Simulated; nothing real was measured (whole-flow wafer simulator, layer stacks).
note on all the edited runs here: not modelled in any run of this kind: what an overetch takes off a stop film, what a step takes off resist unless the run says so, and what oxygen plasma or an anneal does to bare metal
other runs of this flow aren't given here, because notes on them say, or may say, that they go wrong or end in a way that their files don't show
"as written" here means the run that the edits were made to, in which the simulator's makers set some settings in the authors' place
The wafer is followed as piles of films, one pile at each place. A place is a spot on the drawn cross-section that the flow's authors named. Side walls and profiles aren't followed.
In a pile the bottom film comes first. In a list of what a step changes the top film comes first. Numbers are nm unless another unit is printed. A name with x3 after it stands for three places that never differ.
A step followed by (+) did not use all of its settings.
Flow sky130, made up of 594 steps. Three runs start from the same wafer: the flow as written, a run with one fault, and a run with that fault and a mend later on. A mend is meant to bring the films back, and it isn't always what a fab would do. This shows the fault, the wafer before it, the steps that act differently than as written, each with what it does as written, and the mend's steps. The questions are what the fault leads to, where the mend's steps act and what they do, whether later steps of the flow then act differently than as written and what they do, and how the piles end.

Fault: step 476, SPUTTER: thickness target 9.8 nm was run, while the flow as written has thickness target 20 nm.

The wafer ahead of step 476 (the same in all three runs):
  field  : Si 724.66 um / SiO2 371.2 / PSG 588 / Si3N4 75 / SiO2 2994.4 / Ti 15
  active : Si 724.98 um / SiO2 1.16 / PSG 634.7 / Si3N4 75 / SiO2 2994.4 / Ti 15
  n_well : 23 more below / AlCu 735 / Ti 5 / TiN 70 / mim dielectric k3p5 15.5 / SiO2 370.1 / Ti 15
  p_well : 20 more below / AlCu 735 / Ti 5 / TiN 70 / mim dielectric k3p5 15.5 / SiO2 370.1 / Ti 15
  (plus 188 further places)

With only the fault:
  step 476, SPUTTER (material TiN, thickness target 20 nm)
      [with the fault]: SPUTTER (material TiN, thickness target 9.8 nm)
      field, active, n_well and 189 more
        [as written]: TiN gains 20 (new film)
        [with the fault]: TiN gains 9.8 (new film)
  Later steps of the flow acting differently than as written (not shown: 13 more steps that differ only slightly, by at most 2% or 0.5 nm, whichever is larger):
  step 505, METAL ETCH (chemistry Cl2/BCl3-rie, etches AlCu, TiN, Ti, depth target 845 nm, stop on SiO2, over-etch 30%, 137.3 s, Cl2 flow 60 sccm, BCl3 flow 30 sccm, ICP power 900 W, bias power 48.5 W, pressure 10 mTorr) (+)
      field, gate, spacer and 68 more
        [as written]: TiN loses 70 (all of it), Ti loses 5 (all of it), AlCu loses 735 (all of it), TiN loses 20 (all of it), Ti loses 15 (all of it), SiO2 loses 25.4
        [with the fault]: TiN loses 70 (all of it), Ti loses 5 (all of it), AlCu loses 735 (all of it), TiN loses 9.8 (all of it), Ti loses 15 (all of it), SiO2 loses 26.4
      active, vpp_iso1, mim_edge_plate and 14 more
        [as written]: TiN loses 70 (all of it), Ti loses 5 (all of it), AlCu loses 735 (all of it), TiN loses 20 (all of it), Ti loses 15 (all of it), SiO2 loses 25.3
        [with the fault]: TiN loses 70 (all of it), Ti loses 5 (all of it), AlCu loses 735 (all of it), TiN loses 9.8 (all of it), Ti loses 15 (all of it), SiO2 loses 26.4
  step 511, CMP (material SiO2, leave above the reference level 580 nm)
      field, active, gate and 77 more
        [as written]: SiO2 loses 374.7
        [with the fault]: SiO2 loses 383.8
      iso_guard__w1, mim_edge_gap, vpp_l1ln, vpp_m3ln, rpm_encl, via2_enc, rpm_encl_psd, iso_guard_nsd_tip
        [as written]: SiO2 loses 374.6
        [with the fault]: SiO2 loses 383.8
  The piles end different from the flow's at n_well, p_well, gate_hv and 102 more by more than 2% or 0.5 nm, whichever is larger.
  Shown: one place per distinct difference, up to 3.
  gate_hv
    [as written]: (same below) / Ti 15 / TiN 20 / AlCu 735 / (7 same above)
    [with the fault]: (same below) / Ti 15 / TiN 9.8 / AlCu 735 / (7 same above)
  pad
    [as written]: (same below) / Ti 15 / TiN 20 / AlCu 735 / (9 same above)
    [with the fault]: (same below) / Ti 15 / TiN 9.8 / AlCu 735 / (9 same above)
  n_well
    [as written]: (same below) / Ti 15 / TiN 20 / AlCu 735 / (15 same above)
    [with the fault]: (same below) / Ti 15 / TiN 9.8 / AlCu 735 / (15 same above)

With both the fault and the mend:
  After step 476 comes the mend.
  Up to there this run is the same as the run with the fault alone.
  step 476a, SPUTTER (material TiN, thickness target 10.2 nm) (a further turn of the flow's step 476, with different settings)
      field, active, n_well and 189 more
        TiN gains 10.2
  None of the later steps of the flow acts differently than as written at any place that is followed.
  At every place that both follow, the piles at the end match the flow's.
